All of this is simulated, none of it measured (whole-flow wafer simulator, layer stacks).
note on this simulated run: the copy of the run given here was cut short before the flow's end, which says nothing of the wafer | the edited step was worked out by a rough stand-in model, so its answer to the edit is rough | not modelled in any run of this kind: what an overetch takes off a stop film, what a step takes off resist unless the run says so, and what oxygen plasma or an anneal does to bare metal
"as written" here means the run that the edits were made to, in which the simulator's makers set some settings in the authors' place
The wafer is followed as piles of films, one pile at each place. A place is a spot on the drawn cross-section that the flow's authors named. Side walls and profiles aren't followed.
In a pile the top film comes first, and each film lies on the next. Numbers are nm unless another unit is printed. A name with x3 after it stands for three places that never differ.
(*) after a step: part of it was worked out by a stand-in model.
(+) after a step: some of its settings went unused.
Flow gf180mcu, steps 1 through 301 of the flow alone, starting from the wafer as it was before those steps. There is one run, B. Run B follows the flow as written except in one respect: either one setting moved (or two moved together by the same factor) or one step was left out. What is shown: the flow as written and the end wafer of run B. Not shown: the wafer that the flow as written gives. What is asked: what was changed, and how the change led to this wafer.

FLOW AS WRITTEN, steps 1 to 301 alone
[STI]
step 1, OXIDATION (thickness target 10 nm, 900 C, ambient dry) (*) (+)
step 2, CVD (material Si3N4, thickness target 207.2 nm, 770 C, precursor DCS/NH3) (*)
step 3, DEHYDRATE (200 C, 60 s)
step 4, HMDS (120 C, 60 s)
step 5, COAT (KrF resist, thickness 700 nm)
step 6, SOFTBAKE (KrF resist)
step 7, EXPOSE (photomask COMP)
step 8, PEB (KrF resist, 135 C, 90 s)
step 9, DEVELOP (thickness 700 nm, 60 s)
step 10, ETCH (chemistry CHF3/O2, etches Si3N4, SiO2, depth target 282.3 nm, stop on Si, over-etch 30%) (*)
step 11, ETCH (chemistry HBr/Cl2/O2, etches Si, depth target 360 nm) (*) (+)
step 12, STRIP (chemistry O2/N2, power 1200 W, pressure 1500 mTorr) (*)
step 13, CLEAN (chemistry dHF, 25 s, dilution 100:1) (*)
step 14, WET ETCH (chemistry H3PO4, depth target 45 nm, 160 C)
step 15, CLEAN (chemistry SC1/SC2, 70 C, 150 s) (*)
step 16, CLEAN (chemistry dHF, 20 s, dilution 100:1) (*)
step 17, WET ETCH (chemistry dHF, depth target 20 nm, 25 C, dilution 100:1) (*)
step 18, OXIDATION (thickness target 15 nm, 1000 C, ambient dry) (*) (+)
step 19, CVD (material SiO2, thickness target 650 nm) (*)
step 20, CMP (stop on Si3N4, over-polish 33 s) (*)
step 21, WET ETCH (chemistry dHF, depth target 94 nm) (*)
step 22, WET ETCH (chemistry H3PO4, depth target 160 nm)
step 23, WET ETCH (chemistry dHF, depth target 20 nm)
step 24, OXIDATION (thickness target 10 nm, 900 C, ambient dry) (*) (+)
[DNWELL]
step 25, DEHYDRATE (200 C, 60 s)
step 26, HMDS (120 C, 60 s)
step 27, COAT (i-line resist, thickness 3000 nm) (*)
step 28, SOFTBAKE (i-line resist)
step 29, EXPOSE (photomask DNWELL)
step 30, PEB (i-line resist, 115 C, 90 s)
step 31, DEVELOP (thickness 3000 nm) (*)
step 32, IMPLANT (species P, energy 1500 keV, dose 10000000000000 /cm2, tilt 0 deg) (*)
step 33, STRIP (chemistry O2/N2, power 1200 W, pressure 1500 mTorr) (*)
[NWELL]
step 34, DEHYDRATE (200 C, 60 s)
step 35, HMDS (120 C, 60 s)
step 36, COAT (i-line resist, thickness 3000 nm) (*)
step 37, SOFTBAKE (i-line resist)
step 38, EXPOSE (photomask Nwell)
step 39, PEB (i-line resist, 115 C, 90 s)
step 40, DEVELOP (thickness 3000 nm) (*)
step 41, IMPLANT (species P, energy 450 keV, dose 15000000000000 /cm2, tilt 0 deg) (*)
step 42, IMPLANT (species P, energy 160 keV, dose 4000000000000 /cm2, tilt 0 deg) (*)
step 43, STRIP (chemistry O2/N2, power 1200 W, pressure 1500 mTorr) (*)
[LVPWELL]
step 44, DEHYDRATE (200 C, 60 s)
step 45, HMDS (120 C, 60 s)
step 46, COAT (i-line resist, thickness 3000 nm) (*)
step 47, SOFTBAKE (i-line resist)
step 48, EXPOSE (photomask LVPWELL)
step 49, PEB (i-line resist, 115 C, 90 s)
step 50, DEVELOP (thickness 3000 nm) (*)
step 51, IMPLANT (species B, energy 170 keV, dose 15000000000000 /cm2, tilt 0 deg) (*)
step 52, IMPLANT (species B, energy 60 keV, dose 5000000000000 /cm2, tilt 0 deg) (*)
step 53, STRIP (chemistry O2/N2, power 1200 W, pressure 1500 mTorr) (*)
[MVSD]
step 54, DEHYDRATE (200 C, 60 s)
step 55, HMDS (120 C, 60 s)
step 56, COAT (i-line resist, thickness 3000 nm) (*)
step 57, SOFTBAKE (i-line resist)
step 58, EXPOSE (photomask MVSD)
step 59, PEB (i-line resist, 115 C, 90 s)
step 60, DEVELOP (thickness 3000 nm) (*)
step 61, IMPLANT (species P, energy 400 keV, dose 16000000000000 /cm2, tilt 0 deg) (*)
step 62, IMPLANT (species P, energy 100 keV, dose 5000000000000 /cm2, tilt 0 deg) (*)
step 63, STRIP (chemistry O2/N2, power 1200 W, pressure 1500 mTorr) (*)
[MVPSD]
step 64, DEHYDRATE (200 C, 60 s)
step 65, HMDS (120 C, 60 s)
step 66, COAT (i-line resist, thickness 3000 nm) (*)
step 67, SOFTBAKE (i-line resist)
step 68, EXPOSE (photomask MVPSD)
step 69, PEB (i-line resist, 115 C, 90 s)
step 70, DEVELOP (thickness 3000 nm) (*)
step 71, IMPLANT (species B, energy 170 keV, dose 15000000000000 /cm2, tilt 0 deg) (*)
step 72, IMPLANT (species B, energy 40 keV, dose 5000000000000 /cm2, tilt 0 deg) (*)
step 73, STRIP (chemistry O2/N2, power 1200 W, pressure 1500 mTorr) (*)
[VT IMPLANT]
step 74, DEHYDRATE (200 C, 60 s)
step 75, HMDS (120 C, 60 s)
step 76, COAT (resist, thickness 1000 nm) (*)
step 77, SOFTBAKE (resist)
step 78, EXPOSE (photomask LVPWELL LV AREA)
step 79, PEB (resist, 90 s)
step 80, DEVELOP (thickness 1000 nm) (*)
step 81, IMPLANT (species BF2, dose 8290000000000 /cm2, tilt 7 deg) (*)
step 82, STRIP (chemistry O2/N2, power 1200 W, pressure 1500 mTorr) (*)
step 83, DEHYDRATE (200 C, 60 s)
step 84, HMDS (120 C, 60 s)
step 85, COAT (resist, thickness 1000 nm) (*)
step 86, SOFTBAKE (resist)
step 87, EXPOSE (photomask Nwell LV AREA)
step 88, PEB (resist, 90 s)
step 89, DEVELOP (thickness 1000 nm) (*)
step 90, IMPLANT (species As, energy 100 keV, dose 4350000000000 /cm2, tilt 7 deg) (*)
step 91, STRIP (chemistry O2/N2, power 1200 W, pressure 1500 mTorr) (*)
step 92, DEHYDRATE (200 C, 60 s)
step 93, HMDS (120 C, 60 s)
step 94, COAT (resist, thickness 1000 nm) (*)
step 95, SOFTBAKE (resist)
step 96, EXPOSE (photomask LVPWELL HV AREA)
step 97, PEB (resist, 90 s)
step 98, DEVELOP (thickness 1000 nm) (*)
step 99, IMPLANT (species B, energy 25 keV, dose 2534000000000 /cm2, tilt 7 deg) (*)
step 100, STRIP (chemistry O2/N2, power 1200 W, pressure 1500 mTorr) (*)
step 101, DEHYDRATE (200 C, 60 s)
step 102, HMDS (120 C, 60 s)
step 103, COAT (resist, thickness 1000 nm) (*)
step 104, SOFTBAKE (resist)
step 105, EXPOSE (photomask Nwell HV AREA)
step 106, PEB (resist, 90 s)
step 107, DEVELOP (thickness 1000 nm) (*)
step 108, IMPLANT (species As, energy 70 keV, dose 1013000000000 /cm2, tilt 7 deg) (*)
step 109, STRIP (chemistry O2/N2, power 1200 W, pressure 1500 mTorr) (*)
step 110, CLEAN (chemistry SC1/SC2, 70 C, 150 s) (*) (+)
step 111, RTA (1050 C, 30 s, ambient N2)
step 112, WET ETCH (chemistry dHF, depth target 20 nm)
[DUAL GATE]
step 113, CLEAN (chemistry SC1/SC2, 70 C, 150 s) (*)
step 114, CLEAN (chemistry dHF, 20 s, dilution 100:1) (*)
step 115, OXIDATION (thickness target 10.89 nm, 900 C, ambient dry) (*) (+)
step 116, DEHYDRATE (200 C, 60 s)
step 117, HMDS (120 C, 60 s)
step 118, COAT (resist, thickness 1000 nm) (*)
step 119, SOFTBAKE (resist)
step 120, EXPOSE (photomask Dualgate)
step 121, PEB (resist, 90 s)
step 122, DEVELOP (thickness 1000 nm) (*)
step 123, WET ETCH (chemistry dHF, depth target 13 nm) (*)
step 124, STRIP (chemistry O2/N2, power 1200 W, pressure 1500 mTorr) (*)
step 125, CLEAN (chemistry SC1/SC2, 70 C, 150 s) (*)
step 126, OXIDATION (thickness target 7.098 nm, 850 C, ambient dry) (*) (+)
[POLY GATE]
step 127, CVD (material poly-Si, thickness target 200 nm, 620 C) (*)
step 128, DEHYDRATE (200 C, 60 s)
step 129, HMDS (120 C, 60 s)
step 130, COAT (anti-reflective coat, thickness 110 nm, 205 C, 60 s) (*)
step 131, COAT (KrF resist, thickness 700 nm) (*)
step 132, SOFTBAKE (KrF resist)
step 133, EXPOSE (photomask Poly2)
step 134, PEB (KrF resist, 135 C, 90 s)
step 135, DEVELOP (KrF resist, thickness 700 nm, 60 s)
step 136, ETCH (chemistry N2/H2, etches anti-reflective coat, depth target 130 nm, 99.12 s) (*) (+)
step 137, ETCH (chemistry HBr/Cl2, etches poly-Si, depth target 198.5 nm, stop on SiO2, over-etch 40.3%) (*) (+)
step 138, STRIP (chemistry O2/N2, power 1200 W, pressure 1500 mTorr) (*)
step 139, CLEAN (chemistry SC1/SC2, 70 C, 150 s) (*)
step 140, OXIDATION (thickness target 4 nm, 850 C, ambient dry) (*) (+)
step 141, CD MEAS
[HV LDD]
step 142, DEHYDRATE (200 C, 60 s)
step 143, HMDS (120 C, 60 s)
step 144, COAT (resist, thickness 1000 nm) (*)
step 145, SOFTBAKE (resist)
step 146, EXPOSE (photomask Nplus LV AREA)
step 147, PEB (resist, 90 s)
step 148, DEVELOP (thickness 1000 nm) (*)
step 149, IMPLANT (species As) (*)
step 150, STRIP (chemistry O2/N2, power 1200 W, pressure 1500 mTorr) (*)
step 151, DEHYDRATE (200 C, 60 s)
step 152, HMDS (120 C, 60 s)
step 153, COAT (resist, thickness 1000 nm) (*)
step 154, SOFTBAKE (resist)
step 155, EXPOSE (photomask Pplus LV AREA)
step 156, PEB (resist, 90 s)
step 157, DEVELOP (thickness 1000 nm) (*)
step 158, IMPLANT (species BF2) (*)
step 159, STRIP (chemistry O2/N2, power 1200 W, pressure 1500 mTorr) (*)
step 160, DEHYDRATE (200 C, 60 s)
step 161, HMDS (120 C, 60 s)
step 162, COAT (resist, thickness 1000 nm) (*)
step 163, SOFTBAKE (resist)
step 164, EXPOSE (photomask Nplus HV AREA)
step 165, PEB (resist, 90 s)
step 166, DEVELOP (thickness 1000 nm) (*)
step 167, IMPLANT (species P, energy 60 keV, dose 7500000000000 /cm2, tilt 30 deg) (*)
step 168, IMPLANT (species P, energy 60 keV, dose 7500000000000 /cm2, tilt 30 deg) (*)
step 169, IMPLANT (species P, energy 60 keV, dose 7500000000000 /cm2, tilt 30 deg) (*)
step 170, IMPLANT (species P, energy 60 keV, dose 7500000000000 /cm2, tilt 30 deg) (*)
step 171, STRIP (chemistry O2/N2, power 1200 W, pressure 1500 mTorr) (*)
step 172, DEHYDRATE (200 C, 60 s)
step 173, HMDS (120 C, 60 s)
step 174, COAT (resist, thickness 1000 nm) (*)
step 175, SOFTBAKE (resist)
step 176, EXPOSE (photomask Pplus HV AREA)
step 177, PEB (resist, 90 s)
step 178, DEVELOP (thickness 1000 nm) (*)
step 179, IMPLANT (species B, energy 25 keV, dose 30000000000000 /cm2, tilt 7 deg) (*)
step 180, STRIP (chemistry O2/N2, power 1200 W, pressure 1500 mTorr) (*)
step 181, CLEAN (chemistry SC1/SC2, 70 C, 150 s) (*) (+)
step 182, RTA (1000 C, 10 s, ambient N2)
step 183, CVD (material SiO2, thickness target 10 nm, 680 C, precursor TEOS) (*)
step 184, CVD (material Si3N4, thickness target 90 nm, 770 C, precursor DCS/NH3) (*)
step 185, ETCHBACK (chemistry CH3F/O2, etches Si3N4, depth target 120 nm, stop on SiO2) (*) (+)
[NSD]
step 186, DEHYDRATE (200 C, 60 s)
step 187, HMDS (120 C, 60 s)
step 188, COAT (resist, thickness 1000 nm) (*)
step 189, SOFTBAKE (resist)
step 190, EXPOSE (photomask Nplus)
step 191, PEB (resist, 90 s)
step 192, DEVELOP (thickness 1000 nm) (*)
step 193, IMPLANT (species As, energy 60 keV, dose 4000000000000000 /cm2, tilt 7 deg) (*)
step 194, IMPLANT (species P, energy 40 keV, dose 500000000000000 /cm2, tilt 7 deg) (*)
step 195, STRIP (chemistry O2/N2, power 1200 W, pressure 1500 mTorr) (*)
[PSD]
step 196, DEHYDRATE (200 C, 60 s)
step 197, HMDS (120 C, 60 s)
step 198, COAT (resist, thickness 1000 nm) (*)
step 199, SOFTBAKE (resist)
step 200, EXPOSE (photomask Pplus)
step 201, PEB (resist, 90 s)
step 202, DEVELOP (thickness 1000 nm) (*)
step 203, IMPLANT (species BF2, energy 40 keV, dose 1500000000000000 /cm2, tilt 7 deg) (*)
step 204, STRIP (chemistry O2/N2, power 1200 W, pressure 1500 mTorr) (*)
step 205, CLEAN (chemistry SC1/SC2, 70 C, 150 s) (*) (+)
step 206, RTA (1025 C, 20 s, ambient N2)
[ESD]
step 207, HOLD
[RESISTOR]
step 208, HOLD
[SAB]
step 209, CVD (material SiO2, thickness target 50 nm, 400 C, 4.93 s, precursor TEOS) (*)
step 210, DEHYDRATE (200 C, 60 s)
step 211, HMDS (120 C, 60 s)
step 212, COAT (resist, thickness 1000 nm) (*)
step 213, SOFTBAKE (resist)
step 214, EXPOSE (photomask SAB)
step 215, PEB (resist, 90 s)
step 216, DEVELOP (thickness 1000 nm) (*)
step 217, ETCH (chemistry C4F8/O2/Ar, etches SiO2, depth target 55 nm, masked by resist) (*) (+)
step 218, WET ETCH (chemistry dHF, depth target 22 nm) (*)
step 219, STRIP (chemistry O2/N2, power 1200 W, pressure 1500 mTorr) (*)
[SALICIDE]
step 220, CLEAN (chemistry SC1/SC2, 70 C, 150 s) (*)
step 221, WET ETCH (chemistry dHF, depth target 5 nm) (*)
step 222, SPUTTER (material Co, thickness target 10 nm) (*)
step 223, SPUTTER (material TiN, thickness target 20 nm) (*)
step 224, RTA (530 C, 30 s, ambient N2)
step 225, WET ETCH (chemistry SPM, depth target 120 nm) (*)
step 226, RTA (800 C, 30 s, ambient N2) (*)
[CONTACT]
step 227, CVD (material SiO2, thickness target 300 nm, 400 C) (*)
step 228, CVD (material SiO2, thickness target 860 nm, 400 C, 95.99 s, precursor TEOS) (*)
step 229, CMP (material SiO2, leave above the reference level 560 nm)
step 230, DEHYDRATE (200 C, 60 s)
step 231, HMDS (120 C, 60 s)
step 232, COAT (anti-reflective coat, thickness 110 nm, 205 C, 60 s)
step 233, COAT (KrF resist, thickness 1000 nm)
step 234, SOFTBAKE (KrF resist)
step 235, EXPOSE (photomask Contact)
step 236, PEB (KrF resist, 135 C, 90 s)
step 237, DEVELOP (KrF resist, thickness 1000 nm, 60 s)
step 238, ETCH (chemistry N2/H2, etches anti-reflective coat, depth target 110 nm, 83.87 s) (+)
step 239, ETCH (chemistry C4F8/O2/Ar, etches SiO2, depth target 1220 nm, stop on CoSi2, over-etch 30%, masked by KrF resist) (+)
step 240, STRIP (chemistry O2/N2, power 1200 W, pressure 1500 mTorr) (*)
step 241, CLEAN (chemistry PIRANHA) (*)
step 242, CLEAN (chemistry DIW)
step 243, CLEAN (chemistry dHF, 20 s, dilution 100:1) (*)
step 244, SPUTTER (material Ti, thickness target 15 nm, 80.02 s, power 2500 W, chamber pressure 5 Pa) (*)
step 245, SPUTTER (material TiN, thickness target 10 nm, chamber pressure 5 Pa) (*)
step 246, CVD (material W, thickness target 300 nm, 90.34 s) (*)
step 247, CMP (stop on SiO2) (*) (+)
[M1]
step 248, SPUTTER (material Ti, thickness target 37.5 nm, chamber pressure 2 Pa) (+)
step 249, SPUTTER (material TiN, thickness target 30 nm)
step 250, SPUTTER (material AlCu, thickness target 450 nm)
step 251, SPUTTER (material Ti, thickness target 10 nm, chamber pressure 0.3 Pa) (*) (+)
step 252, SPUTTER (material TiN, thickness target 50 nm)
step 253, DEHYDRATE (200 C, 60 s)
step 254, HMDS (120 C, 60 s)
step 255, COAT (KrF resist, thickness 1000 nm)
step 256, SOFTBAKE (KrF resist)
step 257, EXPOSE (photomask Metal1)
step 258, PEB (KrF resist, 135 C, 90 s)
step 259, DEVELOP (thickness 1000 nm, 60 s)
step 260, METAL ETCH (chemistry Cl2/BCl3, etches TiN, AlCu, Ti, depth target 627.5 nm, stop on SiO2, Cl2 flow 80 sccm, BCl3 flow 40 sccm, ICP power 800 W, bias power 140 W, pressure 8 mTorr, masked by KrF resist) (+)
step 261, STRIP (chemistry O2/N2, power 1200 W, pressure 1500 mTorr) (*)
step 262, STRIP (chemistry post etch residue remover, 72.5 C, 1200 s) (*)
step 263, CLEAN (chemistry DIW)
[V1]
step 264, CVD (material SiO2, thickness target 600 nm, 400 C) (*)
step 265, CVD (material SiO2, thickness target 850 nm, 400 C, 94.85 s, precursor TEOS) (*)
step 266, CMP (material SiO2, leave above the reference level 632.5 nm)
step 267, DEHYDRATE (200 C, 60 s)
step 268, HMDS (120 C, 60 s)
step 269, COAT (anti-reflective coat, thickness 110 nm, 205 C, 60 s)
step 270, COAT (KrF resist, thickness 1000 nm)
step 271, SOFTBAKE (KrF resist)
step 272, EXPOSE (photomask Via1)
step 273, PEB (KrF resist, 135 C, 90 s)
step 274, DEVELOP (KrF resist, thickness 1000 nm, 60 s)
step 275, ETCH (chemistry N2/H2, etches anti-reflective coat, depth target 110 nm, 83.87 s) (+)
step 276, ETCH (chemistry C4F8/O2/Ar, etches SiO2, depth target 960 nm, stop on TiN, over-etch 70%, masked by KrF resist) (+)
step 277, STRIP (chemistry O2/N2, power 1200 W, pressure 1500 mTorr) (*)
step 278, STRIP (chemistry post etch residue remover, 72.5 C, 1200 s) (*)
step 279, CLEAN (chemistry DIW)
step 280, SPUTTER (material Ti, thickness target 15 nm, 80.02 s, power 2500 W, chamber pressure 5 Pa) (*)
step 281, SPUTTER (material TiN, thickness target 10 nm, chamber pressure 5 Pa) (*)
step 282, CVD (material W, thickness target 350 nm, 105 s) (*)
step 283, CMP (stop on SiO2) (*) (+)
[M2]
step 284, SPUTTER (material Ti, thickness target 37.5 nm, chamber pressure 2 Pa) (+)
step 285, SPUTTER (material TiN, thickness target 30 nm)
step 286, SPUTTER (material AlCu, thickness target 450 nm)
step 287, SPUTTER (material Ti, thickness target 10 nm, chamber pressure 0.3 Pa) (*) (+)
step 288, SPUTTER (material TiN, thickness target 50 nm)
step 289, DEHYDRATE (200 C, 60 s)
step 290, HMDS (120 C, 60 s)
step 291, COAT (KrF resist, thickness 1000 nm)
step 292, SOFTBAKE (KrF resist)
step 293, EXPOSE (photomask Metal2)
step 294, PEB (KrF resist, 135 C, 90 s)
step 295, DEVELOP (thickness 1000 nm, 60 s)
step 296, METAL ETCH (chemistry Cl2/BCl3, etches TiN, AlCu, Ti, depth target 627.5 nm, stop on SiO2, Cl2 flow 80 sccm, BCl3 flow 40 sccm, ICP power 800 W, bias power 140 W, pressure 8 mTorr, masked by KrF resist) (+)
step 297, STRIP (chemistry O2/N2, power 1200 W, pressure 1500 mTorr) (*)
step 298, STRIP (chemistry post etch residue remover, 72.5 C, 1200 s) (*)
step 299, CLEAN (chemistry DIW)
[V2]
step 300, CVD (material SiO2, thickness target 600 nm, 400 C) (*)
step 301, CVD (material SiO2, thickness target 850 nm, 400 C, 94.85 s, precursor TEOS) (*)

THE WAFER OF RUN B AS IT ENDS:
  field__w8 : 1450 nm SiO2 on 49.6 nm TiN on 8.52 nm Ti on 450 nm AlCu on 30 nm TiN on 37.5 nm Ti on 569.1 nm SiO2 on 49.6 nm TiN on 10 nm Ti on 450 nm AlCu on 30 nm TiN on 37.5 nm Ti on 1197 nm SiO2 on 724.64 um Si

Cause: step 287, SPUTTER: thickness target 8.52 nm was run, while the flow as written has thickness target 10 nm.
The wafer itself shows it: field__w8 has Ti 8.52, and step 287 as written asks for 10 nm.

The path from the change to this, step by step:
  step 287, SPUTTER (material Ti, thickness target 10 nm, chamber pressure 0.3 Pa) (*) (+)
      field, field__w1, field__w2 and 108 more: Ti gains 8.52 (new film) (as written it would have been: Ti gains 10 (new film))
  step 296, METAL ETCH (chemistry Cl2/BCl3, etches TiN, AlCu, Ti, depth target 627.5 nm, stop on SiO2, Cl2 flow 80 sccm, BCl3 flow 40 sccm, ICP power 800 W, bias power 140 W, pressure 8 mTorr, masked by KrF resist) (+)
      field, field__w1, field__w2 and 103 more: TiN loses 50 (all of it), Ti loses 8.52 (all of it), AlCu loses 450 (all of it), TiN loses 30 (all of it), Ti loses 37.5 (all of it) (as written it would have been: TiN loses 50 (all of it), Ti loses 10 (all of it), AlCu loses 450 (all of it), TiN loses 30 (all of it), Ti loses 37.5 (all of it))
